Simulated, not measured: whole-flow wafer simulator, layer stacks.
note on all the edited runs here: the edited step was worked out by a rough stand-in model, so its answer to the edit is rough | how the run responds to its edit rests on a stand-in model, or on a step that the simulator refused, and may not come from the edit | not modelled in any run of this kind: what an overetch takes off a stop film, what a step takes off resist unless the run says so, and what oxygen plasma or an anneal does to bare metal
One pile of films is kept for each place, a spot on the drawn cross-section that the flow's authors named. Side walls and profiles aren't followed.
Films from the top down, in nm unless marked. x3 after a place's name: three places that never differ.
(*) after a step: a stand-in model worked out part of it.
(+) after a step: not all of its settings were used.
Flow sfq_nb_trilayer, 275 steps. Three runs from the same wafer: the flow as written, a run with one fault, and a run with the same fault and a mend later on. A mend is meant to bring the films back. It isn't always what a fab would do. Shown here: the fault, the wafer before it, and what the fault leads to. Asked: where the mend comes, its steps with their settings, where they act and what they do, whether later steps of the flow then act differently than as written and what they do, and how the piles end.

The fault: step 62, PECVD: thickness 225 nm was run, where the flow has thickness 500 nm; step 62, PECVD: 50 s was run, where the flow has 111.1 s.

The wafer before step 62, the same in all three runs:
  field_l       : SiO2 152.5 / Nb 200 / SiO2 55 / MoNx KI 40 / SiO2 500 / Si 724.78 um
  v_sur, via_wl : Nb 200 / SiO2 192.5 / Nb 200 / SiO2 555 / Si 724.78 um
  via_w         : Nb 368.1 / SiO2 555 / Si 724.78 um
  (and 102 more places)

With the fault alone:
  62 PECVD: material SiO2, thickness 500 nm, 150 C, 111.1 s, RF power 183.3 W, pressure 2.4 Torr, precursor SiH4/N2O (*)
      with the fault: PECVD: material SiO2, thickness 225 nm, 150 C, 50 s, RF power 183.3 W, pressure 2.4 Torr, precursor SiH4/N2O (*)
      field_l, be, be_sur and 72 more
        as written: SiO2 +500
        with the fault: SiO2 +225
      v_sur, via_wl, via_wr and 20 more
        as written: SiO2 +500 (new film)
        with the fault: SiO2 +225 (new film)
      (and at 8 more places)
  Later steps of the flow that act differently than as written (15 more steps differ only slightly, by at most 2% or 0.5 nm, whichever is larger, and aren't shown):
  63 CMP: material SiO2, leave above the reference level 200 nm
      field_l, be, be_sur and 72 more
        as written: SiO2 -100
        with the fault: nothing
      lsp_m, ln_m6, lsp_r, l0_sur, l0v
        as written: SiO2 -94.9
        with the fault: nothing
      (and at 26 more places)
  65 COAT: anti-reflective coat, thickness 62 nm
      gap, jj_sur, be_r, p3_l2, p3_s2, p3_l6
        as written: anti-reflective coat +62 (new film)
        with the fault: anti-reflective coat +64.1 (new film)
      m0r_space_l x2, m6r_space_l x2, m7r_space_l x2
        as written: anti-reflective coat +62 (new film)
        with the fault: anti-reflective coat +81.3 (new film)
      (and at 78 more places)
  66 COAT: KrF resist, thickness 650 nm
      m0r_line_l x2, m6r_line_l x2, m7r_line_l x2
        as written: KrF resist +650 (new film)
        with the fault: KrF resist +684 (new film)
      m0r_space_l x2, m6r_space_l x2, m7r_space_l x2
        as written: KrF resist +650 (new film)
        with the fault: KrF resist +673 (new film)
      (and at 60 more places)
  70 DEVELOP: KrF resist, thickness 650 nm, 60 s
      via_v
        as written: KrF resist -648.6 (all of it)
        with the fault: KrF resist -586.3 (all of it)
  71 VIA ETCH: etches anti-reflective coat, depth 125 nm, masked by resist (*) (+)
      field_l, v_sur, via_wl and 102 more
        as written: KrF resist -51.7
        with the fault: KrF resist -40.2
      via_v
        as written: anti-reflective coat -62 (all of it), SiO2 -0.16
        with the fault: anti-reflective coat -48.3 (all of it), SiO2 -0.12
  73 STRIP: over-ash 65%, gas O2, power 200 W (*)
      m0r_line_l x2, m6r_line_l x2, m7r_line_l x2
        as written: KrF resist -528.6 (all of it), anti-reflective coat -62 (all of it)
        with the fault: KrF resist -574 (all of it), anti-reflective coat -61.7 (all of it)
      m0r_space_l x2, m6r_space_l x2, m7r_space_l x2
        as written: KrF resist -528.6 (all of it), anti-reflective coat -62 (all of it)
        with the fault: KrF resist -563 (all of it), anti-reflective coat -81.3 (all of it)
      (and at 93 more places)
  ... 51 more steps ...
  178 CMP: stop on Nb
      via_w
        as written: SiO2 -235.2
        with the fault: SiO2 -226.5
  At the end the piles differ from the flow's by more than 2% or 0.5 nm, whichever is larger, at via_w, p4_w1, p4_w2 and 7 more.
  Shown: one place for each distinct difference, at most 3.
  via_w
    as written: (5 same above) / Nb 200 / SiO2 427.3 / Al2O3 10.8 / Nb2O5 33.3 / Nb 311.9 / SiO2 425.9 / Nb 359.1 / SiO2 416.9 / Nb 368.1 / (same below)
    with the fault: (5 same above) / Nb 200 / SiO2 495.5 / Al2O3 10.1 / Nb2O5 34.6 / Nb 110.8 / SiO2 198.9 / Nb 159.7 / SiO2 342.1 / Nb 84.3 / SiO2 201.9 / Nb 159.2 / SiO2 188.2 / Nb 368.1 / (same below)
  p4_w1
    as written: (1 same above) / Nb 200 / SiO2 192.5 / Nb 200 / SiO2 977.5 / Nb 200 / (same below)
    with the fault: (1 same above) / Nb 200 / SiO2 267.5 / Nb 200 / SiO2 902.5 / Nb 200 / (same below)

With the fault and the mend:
  The mend comes after step 62.
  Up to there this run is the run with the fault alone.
  62a PECVD: material SiO2, thickness 275 nm, 150 C, 61.11 s, RF power 183.3 W, pressure 2.4 Torr, precursor SiH4/N2O (*) (the flow's step 62 once more, with other settings)
      field_l, v_sur, via_wl and 102 more
        SiO2 +275
      via_w
        SiO2 +266.8
  Later steps of the flow that act differently than as written:
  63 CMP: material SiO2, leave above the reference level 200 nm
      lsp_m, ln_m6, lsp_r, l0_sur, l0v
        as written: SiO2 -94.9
        with the mend: SiO2 -100
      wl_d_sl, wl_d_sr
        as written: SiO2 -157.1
        with the mend: SiO2 -100
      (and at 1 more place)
  At the end the piles are the same as the flow's at every place that both follow.
